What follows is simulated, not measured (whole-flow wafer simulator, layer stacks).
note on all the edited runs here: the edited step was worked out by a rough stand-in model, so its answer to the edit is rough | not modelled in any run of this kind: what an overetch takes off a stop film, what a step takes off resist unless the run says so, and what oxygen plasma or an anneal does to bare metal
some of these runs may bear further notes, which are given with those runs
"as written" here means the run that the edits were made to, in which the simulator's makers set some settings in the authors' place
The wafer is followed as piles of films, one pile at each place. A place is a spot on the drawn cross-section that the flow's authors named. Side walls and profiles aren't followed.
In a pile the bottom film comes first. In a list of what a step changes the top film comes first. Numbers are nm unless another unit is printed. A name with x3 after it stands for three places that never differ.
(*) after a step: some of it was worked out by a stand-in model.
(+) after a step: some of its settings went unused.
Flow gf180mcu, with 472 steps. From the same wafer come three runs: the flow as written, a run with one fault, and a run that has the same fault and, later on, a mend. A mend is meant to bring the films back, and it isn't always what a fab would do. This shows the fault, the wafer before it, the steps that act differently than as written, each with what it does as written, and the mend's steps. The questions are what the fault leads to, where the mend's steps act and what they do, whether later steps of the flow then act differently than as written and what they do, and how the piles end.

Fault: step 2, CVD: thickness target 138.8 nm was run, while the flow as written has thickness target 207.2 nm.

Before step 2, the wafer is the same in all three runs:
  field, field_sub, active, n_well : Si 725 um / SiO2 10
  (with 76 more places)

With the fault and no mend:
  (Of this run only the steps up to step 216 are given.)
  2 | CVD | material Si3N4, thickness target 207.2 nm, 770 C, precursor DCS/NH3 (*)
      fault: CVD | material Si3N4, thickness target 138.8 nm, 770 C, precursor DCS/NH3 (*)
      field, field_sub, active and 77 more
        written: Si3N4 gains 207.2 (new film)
        fault: Si3N4 gains 138.8 (new film)
  Steps later in the flow that act otherwise than as written (11 more steps, not shown, differ only slightly: by at most 2% or 0.5 nm, whichever is larger):
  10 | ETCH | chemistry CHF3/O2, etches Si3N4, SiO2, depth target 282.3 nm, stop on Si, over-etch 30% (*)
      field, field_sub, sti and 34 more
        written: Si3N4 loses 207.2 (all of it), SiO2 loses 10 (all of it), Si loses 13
        fault: Si3N4 loses 138.8 (all of it), SiO2 loses 10 (all of it), Si loses 26.7
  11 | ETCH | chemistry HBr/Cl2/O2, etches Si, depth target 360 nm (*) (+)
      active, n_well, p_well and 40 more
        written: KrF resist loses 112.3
        fault: KrF resist loses 107.8
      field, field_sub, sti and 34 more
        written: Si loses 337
        fault: Si loses 323.3
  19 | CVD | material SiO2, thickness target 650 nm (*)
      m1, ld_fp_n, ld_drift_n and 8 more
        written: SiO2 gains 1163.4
        fault: SiO2 gains 1095
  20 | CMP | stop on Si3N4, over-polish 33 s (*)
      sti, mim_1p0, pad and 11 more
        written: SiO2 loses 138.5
        fault: SiO2 loses 206.8
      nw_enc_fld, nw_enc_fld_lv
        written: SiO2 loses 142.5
        fault: SiO2 loses 210.9
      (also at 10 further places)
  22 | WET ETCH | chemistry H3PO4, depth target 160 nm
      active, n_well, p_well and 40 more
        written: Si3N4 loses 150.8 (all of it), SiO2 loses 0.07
        fault: Si3N4 loses 82.4 (all of it), SiO2 loses 0.61
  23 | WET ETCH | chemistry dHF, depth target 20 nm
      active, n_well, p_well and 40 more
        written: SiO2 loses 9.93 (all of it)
        fault: SiO2 loses 9.39 (all of it)
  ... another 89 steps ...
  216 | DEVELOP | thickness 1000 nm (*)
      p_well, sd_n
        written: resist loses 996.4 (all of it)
        fault: resist loses 929.7 (all of it)
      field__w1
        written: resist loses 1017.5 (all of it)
        fault: resist loses 1049.8 (all of it)
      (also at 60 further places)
  The piles after step 216 differ from the flow's at field, field__w1, field__w2 and 68 more by more than 2% or 0.5 nm, whichever is larger.
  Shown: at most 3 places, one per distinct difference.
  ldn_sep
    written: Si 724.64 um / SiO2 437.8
    fault: Si 724.64 um / SiO2 369.9
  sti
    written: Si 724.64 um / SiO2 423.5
    fault: Si 724.64 um / SiO2 355.7
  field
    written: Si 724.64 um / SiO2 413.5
    fault: Si 724.64 um / SiO2 345.7

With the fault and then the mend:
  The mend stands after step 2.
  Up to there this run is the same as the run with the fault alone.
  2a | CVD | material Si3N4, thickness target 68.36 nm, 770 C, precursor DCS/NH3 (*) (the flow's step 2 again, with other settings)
      field, field_sub, active and 77 more
        Si3N4 gains 68.4
  Later steps of the flow that are run all act as written at every place that is followed.
  The piles end the same as the flow's at every place that both follow.
